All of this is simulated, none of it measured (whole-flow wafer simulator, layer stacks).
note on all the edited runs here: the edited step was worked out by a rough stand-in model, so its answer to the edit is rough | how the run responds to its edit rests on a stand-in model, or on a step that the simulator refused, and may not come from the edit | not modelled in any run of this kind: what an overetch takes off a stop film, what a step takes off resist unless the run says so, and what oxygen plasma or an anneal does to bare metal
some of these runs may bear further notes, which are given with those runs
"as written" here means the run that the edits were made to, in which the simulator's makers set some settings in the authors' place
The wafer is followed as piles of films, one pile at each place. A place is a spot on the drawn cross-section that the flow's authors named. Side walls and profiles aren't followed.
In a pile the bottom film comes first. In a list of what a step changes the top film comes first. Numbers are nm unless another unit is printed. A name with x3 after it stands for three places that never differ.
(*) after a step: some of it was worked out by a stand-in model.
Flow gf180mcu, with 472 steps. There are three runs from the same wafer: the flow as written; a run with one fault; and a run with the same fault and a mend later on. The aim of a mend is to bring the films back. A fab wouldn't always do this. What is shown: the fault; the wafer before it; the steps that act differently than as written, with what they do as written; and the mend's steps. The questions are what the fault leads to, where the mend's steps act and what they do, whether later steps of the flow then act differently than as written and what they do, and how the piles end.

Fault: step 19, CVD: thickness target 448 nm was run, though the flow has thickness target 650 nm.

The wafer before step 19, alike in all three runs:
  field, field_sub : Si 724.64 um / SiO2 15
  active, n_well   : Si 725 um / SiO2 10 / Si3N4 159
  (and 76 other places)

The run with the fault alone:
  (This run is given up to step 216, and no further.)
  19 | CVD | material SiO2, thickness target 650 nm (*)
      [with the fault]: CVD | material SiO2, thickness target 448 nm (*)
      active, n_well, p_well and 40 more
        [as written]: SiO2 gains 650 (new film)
        [with the fault]: SiO2 gains 448 (new film)
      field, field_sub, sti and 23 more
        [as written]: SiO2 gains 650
        [with the fault]: SiO2 gains 448
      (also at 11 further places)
  Steps further on in the flow that do not act as written (26 more steps, not shown, differ only slightly: by at most 2% or 0.5 nm, whichever is larger):
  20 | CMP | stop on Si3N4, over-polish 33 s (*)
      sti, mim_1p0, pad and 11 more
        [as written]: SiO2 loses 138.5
        [with the fault]: nothing
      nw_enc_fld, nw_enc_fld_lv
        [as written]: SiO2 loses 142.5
        [with the fault]: nothing
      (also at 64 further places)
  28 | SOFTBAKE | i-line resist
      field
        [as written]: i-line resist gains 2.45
        [with the fault]: i-line resist loses 1.6
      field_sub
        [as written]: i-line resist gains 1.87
        [with the fault]: i-line resist loses 1.08
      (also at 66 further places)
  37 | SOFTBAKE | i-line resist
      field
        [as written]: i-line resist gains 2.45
        [with the fault]: i-line resist loses 1.6
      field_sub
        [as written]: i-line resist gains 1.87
        [with the fault]: i-line resist loses 1.08
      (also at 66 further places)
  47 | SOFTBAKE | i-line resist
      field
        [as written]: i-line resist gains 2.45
        [with the fault]: i-line resist loses 1.6
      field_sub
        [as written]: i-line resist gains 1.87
        [with the fault]: i-line resist loses 1.08
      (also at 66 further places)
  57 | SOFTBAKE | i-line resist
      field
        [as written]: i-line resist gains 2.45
        [with the fault]: i-line resist loses 1.6
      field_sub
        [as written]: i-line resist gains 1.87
        [with the fault]: i-line resist loses 1.08
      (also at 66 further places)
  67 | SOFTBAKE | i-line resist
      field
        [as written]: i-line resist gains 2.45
        [with the fault]: i-line resist loses 1.6
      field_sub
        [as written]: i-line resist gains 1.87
        [with the fault]: i-line resist loses 1.08
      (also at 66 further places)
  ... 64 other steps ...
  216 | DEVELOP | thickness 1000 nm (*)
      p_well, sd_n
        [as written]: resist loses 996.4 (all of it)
        [with the fault]: resist loses 940.2 (all of it)
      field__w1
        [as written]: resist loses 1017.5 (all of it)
        [with the fault]: resist loses 1045.5 (all of it)
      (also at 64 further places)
  After step 216, at field, field__w1, field__w2 and 52 more, the piles differ from the flow's by more than 2% or 0.5 nm, whichever is larger.
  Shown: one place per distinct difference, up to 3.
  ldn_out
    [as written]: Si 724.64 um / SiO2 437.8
    [with the fault]: Si 724.64 um / SiO2 374.7
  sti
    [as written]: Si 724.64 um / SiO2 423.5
    [with the fault]: Si 724.64 um / SiO2 360.5
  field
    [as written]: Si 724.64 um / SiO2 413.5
    [with the fault]: Si 724.64 um / SiO2 360.5

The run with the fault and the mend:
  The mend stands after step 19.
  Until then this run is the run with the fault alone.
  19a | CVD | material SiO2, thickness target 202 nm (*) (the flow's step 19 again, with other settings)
      field, field_sub, active and 77 more
        SiO2 gains 202
  None of the later steps of the flow acts differently than as written at any place that is followed.
  The piles end the same as the flow's at every place that both follow.
